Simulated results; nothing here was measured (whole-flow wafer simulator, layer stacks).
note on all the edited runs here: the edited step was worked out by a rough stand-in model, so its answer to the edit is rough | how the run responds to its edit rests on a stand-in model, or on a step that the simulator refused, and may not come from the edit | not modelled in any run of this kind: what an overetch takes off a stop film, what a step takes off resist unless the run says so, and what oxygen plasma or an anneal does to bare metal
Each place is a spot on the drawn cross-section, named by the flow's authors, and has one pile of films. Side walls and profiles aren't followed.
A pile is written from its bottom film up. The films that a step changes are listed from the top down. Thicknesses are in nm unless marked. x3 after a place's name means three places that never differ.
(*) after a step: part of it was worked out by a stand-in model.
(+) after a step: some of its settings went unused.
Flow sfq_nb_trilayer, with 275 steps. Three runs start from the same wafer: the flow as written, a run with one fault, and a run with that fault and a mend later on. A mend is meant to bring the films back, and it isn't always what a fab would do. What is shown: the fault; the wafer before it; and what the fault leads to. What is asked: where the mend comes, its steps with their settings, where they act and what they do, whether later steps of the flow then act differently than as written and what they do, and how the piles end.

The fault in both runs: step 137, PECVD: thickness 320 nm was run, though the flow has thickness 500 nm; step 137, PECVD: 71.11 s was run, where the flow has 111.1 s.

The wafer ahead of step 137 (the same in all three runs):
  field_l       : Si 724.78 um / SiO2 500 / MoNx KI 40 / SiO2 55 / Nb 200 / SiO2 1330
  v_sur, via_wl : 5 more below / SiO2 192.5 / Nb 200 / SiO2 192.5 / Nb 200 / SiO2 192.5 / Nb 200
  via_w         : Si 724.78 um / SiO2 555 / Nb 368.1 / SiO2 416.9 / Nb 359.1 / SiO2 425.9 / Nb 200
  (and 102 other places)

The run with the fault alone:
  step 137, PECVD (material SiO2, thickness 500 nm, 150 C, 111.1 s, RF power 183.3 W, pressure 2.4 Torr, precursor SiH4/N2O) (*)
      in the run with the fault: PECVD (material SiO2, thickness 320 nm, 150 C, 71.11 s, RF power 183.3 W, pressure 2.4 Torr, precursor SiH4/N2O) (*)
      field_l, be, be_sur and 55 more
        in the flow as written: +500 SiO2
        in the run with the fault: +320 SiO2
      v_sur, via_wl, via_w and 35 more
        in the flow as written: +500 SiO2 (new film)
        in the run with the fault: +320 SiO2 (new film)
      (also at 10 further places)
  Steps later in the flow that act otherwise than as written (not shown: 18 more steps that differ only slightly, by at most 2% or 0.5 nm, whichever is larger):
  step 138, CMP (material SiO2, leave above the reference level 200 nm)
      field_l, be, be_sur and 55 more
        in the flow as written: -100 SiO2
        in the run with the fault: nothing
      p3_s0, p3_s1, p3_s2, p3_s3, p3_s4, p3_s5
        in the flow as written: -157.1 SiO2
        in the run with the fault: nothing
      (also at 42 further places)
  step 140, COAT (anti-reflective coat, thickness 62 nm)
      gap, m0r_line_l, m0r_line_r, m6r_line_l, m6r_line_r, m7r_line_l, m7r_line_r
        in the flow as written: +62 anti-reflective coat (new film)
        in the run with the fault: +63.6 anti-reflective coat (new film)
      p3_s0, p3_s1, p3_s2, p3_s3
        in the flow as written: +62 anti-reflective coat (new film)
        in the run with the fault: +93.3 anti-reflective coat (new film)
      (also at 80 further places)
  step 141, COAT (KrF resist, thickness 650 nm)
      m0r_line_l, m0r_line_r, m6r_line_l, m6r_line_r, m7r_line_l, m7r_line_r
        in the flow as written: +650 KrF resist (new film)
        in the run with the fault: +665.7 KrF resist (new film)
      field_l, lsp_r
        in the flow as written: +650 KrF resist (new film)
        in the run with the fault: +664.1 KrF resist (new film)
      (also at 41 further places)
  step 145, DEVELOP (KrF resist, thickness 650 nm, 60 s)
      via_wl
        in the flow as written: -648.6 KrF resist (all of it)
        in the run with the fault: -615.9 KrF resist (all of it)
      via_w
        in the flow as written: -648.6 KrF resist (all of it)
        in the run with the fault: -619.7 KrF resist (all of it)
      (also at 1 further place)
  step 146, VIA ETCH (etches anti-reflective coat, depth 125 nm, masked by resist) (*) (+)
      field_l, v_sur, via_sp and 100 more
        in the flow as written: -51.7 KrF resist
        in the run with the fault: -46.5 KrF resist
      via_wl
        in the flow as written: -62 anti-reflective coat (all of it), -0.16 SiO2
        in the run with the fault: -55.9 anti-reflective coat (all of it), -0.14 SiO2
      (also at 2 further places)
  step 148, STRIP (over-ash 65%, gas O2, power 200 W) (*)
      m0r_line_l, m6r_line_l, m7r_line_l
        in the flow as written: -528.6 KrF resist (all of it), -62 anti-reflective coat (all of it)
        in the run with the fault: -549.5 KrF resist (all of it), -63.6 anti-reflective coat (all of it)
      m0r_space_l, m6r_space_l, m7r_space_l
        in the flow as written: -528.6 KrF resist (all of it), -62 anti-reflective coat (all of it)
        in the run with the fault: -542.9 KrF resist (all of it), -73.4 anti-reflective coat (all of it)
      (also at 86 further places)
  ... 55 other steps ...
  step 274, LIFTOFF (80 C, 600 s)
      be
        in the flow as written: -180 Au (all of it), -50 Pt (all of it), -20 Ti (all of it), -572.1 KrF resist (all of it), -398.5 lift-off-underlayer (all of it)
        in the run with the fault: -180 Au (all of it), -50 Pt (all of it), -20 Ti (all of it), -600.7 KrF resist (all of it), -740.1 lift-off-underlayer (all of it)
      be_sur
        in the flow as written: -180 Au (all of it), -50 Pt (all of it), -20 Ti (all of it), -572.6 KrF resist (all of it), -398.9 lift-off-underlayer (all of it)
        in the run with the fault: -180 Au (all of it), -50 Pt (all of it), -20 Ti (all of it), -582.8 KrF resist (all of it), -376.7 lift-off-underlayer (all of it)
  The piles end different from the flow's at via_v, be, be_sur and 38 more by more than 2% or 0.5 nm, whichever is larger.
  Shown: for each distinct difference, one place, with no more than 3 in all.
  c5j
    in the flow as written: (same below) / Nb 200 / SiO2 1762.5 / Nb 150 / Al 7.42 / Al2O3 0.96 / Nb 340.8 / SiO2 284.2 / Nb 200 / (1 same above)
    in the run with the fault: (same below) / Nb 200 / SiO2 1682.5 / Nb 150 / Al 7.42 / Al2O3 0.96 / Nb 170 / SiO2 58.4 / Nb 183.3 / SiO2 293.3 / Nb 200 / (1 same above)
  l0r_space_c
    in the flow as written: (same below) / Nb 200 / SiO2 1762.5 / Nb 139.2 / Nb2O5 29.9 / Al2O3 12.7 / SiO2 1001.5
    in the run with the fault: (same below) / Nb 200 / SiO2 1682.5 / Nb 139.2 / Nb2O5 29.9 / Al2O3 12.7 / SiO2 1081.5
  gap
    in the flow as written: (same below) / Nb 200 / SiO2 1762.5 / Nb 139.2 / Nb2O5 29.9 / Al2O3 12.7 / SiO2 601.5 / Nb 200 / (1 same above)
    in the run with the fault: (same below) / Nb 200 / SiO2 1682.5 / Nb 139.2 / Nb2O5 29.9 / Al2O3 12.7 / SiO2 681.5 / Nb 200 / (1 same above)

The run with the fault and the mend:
  The mend stands after step 137.
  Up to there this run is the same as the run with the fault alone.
  step 137a, PECVD (material SiO2, thickness 180 nm, 150 C, 40 s, RF power 183.3 W, pressure 2.4 Torr, precursor SiH4/N2O) (*) (the flow's step 137, run once more with other settings)
      field_l, v_sur, via_wl and 99 more
        +180 SiO2
      lsp_r, l0_sur, l0v
        +177.3 SiO2
      via_v
        +159.5 SiO2
  Steps later in the flow that act otherwise than as written (not shown: 14 more steps that differ only slightly, by at most 2% or 0.5 nm, whichever is larger):
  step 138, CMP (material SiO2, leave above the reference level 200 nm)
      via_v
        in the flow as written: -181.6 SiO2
        in the run with the mend: nothing
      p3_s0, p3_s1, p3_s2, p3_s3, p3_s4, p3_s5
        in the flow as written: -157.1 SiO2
        in the run with the mend: -100 SiO2
  When the end is reached, the piles differ only a little from the flow's at the places that both follow, at most by 2% or 0.5 nm, whichever is larger.
